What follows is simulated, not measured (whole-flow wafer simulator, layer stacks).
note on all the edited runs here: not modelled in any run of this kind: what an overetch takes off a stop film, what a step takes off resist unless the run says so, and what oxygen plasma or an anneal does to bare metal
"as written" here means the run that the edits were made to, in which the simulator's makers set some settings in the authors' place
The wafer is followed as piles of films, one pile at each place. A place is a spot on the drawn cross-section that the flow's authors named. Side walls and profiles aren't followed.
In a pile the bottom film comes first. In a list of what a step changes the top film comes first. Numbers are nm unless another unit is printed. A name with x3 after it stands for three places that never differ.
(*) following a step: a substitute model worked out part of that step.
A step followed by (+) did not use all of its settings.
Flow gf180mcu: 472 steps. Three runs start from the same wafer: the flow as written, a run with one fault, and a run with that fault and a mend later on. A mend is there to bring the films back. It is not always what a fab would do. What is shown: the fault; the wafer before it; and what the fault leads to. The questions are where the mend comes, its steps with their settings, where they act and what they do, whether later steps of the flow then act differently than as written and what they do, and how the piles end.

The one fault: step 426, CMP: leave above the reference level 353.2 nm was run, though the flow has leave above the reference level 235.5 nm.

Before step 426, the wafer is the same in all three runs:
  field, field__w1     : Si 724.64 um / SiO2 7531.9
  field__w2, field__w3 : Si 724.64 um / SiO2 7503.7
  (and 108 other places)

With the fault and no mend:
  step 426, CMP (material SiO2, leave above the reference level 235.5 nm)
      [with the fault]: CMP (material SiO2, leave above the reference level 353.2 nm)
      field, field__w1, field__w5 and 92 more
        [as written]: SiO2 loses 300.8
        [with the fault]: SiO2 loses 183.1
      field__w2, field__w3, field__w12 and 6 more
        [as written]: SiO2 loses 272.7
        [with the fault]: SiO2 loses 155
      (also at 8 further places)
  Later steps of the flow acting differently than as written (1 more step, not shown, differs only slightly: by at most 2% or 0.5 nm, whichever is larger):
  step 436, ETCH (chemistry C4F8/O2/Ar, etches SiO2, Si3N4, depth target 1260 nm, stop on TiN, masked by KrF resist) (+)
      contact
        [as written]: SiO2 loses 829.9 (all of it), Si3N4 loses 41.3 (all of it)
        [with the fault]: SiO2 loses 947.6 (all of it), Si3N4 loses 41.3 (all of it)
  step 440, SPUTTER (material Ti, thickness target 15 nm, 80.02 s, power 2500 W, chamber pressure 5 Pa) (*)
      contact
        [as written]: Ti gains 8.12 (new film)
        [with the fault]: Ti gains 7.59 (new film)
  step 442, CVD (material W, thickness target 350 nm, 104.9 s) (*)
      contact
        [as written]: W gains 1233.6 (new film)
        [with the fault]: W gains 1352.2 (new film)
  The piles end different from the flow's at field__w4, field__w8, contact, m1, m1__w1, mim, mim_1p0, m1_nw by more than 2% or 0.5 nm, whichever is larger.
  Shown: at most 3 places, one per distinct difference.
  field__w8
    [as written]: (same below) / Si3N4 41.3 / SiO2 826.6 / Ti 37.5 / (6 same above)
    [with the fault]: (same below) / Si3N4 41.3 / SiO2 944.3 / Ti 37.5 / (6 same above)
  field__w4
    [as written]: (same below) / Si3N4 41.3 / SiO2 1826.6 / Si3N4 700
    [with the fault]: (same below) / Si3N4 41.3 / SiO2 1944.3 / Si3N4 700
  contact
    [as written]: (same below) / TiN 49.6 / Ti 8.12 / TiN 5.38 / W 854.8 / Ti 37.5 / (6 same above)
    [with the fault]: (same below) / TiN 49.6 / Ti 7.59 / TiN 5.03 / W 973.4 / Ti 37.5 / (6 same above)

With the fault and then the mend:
  The mend stands after step 426.
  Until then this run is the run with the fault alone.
  step 426a, CMP (material SiO2, leave above the reference level 235.5 nm) (the flow's step 426, run once more)
      field, field__w1, field__w2 and 109 more
        SiO2 loses 117.7
  Every later step of the flow that is run acts as written at every place that is followed.
  The piles end the same as the flow's at every place that both follow.
